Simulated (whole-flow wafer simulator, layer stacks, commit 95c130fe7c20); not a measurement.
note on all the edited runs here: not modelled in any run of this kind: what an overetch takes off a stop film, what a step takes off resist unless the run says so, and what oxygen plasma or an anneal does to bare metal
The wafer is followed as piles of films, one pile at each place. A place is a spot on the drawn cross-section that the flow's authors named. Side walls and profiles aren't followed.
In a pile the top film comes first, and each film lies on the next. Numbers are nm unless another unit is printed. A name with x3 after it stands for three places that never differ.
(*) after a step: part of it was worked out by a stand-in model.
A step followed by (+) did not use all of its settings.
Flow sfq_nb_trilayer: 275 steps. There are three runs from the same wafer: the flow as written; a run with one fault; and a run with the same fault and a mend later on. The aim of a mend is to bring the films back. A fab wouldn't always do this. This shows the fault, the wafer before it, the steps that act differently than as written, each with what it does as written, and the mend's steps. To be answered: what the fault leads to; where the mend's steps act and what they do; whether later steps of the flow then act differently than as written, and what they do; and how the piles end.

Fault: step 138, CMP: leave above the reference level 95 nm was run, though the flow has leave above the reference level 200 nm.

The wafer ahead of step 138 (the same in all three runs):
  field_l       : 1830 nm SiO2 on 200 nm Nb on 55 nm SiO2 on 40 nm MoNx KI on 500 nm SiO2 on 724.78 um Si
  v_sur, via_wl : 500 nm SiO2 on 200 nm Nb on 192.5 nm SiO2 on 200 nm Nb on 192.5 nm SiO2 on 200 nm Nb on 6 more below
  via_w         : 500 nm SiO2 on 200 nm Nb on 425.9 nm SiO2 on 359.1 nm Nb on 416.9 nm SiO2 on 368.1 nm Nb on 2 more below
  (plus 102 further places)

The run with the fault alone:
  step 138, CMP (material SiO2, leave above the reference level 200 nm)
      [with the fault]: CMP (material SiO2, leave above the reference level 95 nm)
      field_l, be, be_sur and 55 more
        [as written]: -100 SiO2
        [with the fault]: -205 SiO2
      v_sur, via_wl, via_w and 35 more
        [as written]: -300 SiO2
        [with the fault]: -405 SiO2
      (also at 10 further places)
  Later steps of the flow acting differently than as written (4 more steps, not shown, differ only slightly: by at most 2% or 0.5 nm, whichever is larger):
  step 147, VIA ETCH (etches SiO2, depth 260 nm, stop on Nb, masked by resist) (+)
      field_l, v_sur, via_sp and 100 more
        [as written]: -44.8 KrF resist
        [with the fault]: -24.5 KrF resist
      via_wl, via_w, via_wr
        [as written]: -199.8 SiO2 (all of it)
        [with the fault]: -94.8 SiO2 (all of it)
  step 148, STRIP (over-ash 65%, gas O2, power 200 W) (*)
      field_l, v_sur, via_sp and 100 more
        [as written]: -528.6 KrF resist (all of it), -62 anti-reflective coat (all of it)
        [with the fault]: -548.9 KrF resist (all of it), -62 anti-reflective coat (all of it)
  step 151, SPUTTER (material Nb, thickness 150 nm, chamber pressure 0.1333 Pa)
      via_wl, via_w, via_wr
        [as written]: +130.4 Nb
        [with the fault]: +142.8 Nb
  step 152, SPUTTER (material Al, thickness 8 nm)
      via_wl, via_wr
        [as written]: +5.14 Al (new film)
        [with the fault]: +6.4 Al (new film)
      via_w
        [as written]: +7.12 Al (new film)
        [with the fault]: +7.89 Al (new film)
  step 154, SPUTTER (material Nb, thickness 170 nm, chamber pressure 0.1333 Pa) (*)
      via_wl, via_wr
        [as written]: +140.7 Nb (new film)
        [with the fault]: +132 Nb (new film)
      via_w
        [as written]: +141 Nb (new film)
        [with the fault]: +168.3 Nb (new film)
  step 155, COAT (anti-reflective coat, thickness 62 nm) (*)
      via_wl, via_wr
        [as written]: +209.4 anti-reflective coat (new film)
        [with the fault]: +155.8 anti-reflective coat (new film)
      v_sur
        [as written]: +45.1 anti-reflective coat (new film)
        [with the fault]: +50.5 anti-reflective coat (new film)
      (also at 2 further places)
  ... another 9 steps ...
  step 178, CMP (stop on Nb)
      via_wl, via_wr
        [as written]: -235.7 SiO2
        [with the fault]: -352.8 SiO2
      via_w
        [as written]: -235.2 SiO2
        [with the fault]: -352.3 SiO2
  By the end, the piles at field_l, v_sur, via_wl and 103 more depart from the flow's by more than 2% or 0.5 nm, whichever is larger.
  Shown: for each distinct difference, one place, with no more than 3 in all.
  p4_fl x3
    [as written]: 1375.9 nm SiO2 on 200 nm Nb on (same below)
    [with the fault]: 1270.9 nm SiO2 on 200 nm Nb on (same below)
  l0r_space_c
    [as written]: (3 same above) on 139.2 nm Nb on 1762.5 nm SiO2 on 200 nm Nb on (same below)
    [with the fault]: (3 same above) on 139.2 nm Nb on 1657.5 nm SiO2 on 200 nm Nb on (same below)
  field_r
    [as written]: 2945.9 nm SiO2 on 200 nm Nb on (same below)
    [with the fault]: 2840.9 nm SiO2 on 200 nm Nb on (same below)

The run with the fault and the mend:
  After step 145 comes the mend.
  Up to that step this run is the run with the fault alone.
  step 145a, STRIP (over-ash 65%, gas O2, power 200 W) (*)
      field_l, v_sur, via_sp and 100 more
        -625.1 KrF resist (all of it), -62 anti-reflective coat (all of it)
      via_wl, via_w, via_wr
        -62 anti-reflective coat (all of it)
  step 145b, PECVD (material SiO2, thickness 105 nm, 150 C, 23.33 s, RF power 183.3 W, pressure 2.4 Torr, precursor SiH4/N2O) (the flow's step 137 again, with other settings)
      field_l, v_sur, via_wl and 103 more
        +105 SiO2
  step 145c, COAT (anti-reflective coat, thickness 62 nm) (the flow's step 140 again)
      field_l, v_sur, via_wl and 103 more
        +62 anti-reflective coat (new film)
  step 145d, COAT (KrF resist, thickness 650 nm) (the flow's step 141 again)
      field_l, v_sur, via_wl and 103 more
        +650 KrF resist (new film)
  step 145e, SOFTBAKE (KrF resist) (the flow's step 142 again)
      alters no film at any place that is followed
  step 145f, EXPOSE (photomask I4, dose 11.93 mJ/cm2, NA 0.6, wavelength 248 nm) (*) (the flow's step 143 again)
      alters no film at any place that is followed
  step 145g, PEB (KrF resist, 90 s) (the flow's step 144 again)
      field_l, v_sur, via_wl and 103 more
        -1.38 KrF resist
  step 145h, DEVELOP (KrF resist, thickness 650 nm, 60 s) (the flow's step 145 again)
      field_l, v_sur, via_sp and 100 more
        -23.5 KrF resist
      via_wl, via_w, via_wr
        -648.6 KrF resist (all of it)
  Later steps of the flow that are run all act as written at every place that is followed, up to a difference of at most 2% or 0.5 nm, whichever is larger.
  The piles end only slightly different from the flow's at the places that both follow, by no more than 2% or 0.5 nm, whichever is larger.
